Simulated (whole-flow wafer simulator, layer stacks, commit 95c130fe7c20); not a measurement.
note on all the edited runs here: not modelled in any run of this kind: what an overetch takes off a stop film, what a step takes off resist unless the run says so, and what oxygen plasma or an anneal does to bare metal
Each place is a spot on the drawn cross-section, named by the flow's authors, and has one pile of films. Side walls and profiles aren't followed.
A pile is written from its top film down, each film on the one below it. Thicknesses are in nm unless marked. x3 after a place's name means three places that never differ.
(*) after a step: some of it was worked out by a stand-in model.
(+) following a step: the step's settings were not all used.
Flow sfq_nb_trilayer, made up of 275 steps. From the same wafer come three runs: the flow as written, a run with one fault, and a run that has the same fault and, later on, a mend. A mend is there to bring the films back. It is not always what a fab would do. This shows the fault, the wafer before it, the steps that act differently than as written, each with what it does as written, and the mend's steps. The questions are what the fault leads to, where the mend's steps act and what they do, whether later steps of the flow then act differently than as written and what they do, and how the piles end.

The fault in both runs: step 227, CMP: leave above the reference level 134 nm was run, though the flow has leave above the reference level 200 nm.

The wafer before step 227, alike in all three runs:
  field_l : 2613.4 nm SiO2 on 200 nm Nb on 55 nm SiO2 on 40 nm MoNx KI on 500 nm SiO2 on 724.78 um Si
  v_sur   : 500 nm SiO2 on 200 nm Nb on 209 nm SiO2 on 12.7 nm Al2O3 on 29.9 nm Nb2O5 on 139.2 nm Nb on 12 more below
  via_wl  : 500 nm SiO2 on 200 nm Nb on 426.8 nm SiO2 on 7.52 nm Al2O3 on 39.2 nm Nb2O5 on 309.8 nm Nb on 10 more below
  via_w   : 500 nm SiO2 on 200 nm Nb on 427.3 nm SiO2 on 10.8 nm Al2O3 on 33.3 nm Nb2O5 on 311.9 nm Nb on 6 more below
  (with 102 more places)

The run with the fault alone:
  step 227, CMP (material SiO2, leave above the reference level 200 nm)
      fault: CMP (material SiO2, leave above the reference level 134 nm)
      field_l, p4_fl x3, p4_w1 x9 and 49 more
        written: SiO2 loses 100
        fault: SiO2 loses 166
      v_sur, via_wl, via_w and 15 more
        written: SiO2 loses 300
        fault: SiO2 loses 366
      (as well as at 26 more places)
  Steps further on in the flow that do not act as written (not shown: 4 more steps that differ only slightly, by at most 2% or 0.5 nm, whichever is larger):
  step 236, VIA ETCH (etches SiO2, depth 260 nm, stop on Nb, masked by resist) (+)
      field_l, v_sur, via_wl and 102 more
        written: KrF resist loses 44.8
        fault: KrF resist loses 34.6
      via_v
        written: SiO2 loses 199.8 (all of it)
        fault: SiO2 loses 133.8 (all of it)
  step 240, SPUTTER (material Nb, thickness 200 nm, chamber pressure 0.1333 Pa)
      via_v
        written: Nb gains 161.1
        fault: Nb gains 177.2
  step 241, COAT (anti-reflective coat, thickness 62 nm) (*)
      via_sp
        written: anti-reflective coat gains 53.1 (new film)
        fault: anti-reflective coat gains 54.3 (new film)
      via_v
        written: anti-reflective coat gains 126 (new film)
        fault: anti-reflective coat gains 110.3 (new film)
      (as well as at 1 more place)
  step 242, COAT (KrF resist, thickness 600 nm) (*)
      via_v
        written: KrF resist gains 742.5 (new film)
        fault: KrF resist gains 687.1 (new film)
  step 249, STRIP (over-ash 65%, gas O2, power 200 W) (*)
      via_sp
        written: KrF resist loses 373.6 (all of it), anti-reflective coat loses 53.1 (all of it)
        fault: KrF resist loses 378.2 (all of it), anti-reflective coat loses 54.3 (all of it)
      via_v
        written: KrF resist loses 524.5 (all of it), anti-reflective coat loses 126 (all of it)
        fault: KrF resist loses 469.2 (all of it), anti-reflective coat loses 110.3 (all of it)
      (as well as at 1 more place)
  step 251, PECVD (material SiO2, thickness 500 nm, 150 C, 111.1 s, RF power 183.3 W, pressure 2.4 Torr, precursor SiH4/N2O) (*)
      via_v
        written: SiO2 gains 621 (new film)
        fault: SiO2 gains 512.8 (new film)
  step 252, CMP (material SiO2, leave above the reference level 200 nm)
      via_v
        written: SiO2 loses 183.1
        fault: SiO2 loses 157.1
  At field_l, v_sur, via_wl and 102 more, the piles at the end differ from the flow's by more than 2% or 0.5 nm, whichever is larger.
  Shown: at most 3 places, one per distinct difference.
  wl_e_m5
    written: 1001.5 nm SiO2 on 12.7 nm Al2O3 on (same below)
    fault: 935.5 nm SiO2 on 12.7 nm Al2O3 on (same below)
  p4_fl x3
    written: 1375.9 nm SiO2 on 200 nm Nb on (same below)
    fault: 1309.9 nm SiO2 on 200 nm Nb on (same below)
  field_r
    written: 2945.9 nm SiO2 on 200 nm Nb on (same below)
    fault: 2879.9 nm SiO2 on 200 nm Nb on (same below)

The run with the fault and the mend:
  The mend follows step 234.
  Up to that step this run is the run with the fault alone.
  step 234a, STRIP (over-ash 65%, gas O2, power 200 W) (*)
      field_l, v_sur, via_wl and 102 more
        KrF resist loses 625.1 (all of it), anti-reflective coat loses 62 (all of it)
      via_v
        anti-reflective coat loses 62 (all of it)
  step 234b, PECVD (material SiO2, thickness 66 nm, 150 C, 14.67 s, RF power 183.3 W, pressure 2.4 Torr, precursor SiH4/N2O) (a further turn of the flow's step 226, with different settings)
      field_l, v_sur, via_wl and 103 more
        SiO2 gains 66
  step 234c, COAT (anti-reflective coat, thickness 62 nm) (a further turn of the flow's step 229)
      field_l, v_sur, via_wl and 103 more
        anti-reflective coat gains 62 (new film)
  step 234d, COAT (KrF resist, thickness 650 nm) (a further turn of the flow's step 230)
      field_l, v_sur, via_wl and 103 more
        KrF resist gains 650 (new film)
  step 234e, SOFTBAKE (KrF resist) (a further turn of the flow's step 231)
      does not change any film at any place that is followed
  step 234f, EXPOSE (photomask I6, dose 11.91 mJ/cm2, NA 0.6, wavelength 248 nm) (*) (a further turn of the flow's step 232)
      does not change any film at any place that is followed
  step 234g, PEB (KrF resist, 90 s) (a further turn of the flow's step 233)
      field_l, v_sur, via_wl and 103 more
        KrF resist loses 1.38
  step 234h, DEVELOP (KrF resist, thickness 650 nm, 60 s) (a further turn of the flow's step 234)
      field_l, v_sur, via_wl and 102 more
        KrF resist loses 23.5
      via_v
        KrF resist loses 648.6 (all of it)
  None of the later steps of the flow differs from how it acts as written, at any place that is followed, by more than 2% or 0.5 nm, whichever is larger.
  By the end, the piles equal the flow's at every place that both follow.
